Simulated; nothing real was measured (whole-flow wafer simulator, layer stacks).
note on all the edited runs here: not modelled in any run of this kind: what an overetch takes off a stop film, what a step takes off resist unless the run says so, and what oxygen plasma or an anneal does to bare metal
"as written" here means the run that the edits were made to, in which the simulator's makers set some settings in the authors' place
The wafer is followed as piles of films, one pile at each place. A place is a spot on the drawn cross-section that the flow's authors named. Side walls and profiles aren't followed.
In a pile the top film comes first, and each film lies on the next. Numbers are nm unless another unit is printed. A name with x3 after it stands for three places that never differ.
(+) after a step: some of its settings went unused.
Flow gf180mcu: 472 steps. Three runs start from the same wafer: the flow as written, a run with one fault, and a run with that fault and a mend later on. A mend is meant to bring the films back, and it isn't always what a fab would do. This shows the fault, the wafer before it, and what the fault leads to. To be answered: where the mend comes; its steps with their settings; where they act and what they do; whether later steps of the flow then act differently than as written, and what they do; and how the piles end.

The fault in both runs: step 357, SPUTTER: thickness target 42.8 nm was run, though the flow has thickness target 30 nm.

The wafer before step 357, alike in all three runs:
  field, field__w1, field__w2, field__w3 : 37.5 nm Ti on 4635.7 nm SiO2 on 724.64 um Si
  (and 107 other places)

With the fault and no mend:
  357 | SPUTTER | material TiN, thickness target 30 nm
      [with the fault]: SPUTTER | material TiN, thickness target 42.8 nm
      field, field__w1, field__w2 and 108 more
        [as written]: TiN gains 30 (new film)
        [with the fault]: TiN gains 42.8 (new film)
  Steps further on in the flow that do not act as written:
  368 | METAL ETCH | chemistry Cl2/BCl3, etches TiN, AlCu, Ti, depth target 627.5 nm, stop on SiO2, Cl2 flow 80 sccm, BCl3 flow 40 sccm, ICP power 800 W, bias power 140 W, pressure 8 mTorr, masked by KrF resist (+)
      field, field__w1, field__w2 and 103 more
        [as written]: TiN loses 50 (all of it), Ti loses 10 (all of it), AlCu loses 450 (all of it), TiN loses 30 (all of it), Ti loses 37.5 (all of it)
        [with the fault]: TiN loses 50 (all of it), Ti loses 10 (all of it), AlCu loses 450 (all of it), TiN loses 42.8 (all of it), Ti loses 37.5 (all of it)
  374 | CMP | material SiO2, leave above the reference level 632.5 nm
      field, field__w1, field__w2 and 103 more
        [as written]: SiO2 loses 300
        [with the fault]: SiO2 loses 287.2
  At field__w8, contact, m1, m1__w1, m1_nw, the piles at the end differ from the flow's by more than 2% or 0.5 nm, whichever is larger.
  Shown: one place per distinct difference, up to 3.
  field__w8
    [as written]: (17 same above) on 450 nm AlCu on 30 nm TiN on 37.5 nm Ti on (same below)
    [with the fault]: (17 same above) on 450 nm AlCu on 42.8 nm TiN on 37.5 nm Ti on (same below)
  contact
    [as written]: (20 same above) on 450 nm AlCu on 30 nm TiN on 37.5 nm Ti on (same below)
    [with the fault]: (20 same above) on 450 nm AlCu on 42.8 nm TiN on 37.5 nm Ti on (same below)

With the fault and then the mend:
  After step 357 comes the mend.
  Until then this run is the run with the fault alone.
  357a | METAL ETCH | chemistry Cl2/BCl3, etches TiN, AlCu, Ti, depth target 12.8 nm, Cl2 flow 80 sccm, BCl3 flow 40 sccm, ICP power 800 W, bias power 140 W, pressure 8 mTorr (a further turn of the flow's step 260, with different settings)
      field, field__w1, field__w2 and 108 more
        TiN loses 12.8
  Every later step of the flow that is run acts as written at every place that is followed.
  By the end, the piles equal the flow's at every place that both follow.
